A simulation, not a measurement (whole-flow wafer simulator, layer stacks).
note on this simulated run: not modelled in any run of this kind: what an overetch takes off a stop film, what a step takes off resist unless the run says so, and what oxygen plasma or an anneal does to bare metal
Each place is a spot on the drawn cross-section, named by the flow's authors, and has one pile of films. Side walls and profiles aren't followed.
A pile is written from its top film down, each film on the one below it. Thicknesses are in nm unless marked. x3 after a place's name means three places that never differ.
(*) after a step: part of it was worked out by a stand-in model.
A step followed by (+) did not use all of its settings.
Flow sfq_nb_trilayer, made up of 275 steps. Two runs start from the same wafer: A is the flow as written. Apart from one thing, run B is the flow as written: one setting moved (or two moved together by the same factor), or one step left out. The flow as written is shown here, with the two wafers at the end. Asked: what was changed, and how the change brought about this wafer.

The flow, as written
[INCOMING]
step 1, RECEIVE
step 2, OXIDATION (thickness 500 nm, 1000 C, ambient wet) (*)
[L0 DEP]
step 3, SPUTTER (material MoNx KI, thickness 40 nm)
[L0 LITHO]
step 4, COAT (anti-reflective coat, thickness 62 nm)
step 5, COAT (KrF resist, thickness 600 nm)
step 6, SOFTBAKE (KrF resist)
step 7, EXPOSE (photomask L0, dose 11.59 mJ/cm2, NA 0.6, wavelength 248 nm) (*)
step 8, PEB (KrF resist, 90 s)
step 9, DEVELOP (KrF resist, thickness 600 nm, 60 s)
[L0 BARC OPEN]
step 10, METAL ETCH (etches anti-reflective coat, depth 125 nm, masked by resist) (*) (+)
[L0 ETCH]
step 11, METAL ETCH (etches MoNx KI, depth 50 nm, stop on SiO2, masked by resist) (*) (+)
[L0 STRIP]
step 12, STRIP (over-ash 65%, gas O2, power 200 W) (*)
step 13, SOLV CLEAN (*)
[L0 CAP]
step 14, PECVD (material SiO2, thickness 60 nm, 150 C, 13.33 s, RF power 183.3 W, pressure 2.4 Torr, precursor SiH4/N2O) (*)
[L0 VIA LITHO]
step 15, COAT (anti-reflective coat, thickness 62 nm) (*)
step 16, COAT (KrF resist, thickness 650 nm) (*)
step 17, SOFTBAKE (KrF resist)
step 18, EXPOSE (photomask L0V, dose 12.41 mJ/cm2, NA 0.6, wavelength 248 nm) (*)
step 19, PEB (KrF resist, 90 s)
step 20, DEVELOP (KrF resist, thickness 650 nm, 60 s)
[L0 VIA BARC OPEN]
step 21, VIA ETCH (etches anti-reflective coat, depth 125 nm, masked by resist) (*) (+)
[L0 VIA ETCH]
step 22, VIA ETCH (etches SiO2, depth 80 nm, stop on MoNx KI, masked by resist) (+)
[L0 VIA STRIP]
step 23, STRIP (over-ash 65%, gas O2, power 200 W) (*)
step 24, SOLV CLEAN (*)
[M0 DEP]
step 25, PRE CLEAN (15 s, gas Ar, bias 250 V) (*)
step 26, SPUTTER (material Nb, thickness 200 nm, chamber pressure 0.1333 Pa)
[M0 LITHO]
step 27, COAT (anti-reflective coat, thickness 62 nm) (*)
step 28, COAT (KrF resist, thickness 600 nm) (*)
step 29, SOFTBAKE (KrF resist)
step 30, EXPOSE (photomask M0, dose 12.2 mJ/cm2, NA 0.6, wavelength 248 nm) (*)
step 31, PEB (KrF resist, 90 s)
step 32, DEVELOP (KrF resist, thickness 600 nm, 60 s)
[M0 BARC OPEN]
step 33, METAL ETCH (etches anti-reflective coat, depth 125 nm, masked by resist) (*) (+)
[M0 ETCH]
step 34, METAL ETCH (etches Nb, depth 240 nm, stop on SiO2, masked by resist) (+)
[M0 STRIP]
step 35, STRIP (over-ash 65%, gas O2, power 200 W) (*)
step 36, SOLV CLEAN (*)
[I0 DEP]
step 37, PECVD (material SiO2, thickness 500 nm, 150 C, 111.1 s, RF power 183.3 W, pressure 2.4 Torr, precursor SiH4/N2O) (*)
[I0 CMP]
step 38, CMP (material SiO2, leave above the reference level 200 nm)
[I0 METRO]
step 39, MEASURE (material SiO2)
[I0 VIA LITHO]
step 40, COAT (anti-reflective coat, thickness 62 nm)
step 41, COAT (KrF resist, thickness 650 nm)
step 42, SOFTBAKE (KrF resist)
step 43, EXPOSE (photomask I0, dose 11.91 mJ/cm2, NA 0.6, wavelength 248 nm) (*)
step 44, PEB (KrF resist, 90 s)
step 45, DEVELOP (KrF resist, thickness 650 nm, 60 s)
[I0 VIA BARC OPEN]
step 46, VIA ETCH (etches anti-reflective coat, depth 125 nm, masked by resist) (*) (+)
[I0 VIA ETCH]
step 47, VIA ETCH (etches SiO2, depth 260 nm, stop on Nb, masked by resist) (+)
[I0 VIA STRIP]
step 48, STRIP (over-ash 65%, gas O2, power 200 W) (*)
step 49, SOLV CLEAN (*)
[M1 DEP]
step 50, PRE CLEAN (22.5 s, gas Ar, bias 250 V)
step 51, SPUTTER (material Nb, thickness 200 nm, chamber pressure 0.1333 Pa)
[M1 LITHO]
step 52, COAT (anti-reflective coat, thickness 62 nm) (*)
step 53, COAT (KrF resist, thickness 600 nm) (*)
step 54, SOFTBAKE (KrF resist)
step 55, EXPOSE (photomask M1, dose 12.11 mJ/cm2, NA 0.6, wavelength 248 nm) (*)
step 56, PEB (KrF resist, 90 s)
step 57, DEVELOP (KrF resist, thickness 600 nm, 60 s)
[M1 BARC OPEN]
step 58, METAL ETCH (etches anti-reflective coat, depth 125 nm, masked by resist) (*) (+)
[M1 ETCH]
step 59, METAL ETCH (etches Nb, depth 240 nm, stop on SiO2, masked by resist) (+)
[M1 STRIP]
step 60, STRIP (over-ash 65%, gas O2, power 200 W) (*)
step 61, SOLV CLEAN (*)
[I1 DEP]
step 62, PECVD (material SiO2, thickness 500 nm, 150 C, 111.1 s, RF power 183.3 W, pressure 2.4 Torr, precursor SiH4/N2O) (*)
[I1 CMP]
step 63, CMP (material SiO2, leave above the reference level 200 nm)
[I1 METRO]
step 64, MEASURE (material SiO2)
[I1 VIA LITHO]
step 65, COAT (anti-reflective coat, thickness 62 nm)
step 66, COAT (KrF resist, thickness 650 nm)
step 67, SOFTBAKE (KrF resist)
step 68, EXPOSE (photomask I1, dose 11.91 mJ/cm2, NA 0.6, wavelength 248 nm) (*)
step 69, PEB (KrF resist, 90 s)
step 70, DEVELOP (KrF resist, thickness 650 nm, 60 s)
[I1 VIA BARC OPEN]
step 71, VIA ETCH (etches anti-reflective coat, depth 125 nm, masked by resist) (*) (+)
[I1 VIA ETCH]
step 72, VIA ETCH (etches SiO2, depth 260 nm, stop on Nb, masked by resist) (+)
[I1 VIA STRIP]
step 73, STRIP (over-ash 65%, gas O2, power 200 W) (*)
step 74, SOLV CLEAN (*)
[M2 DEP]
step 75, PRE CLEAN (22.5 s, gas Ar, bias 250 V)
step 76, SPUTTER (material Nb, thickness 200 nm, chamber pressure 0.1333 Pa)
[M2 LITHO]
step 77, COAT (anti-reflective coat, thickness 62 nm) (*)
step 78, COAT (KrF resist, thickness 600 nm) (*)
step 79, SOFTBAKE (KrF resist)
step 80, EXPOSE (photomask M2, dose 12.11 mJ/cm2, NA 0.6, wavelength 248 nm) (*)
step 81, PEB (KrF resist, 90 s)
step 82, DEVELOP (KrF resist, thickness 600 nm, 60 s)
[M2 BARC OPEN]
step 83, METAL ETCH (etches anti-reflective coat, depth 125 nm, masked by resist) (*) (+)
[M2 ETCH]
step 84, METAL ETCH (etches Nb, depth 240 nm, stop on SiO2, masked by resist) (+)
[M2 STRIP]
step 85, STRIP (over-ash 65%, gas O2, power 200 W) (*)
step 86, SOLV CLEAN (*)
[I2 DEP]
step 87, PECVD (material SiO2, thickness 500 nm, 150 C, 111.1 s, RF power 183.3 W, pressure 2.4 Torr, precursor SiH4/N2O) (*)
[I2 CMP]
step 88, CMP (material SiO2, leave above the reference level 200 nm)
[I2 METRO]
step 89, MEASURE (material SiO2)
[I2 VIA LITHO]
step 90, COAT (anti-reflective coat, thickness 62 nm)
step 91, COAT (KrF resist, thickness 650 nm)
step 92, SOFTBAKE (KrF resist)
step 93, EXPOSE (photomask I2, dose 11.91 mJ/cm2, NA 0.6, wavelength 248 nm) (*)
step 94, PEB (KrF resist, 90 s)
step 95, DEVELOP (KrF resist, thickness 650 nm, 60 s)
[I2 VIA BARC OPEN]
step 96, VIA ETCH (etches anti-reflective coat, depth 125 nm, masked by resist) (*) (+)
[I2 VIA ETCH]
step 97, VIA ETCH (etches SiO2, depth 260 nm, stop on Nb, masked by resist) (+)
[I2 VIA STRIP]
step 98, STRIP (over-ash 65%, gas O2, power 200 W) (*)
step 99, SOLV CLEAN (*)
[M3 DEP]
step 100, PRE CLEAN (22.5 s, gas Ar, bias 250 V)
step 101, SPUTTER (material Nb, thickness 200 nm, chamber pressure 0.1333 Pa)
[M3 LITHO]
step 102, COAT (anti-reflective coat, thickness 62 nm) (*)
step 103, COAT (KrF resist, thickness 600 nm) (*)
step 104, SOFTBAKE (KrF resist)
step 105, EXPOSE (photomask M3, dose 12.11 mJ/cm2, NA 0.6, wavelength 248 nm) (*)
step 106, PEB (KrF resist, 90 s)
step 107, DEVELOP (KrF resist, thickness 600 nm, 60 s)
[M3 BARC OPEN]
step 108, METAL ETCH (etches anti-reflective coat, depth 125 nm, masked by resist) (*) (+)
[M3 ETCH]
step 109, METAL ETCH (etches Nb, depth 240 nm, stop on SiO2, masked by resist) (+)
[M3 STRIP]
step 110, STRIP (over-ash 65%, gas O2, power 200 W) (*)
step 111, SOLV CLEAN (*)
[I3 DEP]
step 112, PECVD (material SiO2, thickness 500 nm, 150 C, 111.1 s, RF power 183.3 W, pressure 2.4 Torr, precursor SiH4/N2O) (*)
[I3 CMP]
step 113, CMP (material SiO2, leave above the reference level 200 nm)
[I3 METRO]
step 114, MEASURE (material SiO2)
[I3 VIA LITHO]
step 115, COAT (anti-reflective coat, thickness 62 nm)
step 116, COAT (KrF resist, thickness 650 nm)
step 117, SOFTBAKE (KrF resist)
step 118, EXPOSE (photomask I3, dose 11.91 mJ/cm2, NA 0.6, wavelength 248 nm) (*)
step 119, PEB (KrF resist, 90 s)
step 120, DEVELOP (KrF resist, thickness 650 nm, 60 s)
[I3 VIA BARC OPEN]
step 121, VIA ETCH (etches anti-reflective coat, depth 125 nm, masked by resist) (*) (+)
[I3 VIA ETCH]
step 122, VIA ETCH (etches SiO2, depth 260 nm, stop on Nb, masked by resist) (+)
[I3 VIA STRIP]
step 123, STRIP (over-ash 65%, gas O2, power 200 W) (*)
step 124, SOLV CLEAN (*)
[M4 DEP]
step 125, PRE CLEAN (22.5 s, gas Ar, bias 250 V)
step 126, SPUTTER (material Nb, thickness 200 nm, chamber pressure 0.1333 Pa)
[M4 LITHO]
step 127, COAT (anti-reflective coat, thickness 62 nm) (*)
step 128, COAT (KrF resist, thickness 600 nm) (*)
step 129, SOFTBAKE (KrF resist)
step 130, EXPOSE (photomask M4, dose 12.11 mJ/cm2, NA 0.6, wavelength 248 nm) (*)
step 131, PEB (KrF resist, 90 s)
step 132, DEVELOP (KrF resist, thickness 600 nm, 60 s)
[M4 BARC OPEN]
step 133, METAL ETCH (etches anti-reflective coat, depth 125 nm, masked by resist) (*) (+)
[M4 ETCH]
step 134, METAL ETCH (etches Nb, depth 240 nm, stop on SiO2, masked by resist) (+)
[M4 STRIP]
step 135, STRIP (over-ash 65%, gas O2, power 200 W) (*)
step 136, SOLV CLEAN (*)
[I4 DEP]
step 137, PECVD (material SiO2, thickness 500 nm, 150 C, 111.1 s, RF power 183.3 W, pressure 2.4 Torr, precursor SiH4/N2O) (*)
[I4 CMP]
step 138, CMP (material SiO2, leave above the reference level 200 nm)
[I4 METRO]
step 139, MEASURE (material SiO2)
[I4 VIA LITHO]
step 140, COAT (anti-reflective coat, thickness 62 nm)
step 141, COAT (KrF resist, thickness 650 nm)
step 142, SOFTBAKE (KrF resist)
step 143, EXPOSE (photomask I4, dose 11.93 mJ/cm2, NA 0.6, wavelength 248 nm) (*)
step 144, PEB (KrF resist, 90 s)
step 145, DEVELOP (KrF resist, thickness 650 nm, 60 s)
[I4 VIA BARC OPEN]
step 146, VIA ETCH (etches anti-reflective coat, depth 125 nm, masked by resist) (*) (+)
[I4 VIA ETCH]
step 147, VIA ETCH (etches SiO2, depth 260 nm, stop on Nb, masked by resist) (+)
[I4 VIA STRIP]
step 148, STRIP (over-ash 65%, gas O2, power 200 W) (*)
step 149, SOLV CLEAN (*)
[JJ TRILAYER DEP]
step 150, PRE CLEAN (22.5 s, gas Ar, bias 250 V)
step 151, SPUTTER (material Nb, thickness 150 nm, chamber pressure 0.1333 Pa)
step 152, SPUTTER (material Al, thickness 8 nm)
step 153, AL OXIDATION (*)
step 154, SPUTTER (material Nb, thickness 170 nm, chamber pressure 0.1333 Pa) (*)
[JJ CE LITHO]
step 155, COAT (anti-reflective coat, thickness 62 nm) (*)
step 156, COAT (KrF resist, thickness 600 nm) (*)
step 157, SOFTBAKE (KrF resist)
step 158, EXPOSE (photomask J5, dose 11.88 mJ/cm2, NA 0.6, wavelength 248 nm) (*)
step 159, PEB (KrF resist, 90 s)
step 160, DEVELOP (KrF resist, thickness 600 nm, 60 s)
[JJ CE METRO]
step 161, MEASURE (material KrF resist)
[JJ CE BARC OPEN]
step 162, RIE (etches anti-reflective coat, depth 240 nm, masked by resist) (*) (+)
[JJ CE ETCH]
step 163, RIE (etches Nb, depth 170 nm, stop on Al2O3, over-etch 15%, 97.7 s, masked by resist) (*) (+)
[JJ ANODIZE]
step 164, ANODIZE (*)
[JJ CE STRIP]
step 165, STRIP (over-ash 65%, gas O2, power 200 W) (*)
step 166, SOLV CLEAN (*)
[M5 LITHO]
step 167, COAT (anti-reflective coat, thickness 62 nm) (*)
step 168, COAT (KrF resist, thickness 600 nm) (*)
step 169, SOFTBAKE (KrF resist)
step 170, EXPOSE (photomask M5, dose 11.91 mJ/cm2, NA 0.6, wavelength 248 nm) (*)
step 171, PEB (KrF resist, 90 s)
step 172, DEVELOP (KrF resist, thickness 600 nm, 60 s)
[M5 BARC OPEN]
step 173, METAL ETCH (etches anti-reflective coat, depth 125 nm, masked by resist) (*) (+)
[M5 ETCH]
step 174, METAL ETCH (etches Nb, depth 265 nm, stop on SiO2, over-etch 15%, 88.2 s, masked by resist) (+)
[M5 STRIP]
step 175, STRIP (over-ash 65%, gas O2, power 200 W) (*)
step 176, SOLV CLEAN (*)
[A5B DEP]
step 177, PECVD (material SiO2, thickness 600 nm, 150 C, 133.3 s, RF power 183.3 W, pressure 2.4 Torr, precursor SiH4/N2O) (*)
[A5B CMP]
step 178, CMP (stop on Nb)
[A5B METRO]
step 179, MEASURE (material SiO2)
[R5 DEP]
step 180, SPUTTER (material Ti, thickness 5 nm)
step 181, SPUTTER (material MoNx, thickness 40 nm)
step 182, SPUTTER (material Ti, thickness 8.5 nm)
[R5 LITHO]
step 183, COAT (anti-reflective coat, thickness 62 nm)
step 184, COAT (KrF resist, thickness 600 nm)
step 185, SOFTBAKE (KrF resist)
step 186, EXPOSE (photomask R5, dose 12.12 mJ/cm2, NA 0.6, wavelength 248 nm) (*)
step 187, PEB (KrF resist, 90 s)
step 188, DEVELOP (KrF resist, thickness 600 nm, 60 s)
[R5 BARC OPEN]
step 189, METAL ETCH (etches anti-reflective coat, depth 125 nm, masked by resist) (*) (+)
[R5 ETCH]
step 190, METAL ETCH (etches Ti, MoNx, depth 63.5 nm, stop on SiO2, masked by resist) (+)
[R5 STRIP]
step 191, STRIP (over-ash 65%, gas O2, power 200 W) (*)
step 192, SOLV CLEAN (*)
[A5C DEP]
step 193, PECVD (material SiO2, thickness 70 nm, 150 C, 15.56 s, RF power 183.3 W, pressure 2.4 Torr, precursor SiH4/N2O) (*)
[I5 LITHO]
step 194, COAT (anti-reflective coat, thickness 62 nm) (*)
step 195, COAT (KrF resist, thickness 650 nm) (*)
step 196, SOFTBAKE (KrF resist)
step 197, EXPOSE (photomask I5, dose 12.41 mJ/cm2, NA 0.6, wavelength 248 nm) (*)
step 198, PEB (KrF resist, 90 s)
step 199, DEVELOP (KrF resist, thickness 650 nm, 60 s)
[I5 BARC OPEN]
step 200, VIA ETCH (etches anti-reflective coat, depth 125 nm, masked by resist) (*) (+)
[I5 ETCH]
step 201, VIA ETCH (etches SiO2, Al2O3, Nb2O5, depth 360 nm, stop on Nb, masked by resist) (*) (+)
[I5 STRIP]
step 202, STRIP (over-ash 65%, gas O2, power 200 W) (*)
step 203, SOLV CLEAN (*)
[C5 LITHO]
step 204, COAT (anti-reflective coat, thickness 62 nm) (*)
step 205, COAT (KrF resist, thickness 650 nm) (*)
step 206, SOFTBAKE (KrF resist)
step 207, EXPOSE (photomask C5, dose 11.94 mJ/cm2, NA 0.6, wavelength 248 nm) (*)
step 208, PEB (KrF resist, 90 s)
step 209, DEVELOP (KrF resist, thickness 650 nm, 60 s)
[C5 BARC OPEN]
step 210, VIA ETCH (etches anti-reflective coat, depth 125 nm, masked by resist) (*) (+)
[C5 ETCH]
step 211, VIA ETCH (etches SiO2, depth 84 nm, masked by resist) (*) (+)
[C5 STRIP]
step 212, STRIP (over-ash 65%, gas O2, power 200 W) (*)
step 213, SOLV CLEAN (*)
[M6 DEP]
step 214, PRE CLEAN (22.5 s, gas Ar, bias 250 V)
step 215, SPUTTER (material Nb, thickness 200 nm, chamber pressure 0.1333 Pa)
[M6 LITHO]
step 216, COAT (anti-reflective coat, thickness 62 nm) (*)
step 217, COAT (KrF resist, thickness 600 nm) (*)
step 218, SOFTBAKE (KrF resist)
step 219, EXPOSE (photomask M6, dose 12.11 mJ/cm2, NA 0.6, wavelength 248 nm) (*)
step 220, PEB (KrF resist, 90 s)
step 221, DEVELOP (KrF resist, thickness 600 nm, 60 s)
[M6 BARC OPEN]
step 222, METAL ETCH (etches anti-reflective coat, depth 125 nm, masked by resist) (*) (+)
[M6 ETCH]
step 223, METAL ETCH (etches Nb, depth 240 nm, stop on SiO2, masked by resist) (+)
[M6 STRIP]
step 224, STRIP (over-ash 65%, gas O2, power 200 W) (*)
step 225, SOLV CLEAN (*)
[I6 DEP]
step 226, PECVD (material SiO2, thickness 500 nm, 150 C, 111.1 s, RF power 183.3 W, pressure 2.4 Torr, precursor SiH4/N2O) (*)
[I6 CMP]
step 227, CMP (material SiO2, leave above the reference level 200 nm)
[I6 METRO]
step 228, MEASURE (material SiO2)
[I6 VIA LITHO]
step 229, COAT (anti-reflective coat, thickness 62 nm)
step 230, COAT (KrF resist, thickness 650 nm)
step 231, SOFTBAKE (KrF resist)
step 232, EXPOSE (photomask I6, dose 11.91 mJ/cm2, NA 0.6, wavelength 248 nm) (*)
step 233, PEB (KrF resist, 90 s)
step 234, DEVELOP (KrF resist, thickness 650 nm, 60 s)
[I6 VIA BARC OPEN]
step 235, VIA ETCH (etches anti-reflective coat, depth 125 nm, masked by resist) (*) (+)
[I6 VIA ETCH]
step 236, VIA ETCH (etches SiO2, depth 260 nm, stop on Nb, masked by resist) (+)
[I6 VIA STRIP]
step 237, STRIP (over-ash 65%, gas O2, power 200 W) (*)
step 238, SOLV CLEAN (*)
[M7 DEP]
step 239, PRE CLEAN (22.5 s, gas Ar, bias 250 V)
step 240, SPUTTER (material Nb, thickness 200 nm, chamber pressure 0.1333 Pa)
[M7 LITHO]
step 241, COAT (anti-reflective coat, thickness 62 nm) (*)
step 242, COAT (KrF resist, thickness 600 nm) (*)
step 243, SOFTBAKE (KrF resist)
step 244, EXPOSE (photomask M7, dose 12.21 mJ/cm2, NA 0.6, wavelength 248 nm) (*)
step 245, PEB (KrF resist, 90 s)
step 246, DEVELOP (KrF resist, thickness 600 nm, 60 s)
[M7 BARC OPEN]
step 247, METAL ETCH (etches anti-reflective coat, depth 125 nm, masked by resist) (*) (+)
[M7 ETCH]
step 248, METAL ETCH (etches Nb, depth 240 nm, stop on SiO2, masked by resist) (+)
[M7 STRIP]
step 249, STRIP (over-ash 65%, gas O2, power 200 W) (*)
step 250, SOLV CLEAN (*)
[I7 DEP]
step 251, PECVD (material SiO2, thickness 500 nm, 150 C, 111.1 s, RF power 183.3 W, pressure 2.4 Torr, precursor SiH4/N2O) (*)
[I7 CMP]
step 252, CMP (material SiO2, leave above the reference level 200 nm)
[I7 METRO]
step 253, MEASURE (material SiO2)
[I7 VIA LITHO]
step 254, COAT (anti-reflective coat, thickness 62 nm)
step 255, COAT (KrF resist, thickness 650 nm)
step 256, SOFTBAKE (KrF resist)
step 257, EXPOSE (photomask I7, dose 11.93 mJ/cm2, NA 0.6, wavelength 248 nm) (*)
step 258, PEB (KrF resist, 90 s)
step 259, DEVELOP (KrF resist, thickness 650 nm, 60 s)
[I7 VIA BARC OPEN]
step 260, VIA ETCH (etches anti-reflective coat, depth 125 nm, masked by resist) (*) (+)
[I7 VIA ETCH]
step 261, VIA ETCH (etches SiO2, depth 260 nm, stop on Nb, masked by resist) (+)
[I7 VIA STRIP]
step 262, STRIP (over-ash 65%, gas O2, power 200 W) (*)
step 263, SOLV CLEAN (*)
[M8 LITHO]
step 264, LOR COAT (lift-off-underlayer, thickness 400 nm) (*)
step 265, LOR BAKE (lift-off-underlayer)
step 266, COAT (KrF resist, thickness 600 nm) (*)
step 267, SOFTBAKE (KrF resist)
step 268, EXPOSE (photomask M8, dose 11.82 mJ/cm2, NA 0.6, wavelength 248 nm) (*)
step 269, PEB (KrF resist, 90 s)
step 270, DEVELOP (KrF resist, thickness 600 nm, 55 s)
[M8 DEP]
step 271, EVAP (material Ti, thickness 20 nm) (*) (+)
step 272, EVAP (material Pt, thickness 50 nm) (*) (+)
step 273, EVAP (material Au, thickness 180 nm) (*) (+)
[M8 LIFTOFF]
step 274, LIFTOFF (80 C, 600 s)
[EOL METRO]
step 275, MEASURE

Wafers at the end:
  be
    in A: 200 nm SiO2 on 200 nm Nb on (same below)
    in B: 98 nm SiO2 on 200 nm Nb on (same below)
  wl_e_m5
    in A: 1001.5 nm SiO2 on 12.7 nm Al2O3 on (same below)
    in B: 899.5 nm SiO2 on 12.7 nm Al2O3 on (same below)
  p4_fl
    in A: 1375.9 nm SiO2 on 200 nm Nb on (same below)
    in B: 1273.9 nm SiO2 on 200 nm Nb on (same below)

Cause: step 252, CMP: leave above the reference level 98 nm was run, whereas the flow has leave above the reference level 200 nm.
The wafer lets one read it off: be has SiO2 98, and step 252 as written asks for 200 nm.

The path from the change to this, step by step:
  step 252, CMP (material SiO2, leave above the reference level 200 nm)
      field_l, p4_fl, p4_fm and 56 more: A SiO2 loses 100 | B SiO2 loses 202
      v_sur, via_wl, via_w and 37 more: A SiO2 loses 300 | B SiO2 loses 402
      (as well as at 7 more places)
  step 261, VIA ETCH (etches SiO2, depth 260 nm, stop on Nb, masked by resist) (+)
      field_l, v_sur, via_sp and 100 more: A KrF resist loses 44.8 | B KrF resist loses 25.3
      via_wl, via_w, via_wr: A SiO2 loses 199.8 (all of it) | B SiO2 loses 97.8 (all of it)
  step 262, STRIP (over-ash 65%, gas O2, power 200 W) (*)
      field_l, v_sur, via_sp and 100 more: A KrF resist loses 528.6 (all of it), anti-reflective coat loses 62 (all of it) | B KrF resist loses 548.1 (all of it), anti-reflective coat loses 62 (all of it)
  step 264, LOR COAT (lift-off-underlayer, thickness 400 nm) (*)
      via_wl, via_wr: A lift-off-underlayer gains 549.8 (new film) | B lift-off-underlayer gains 473.4 (new film)
      v_sur: A lift-off-underlayer gains 369.4 (new film) | B lift-off-underlayer gains 385 (new film)
      (as well as at 2 more places)
  step 266, COAT (KrF resist, thickness 600 nm) (*)
      via_wl: A KrF resist gains 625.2 (new film) | B KrF resist gains 612.3 (new film)
      via_w: A KrF resist gains 636.8 (new film) | B KrF resist gains 618 (new film)
      (as well as at 1 more place)
  step 270, DEVELOP (KrF resist, thickness 600 nm, 55 s)
      v_sur: A KrF resist loses 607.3 (all of it), lift-off-underlayer loses 369.4 (all of it) | B KrF resist loses 603 (all of it), lift-off-underlayer loses 385 (all of it)
      via_wl: A KrF resist loses 623.9 (all of it), lift-off-underlayer loses 549.8 (all of it) | B KrF resist loses 611 (all of it), lift-off-underlayer loses 473.4 (all of it)
      (as well as at 3 more places)
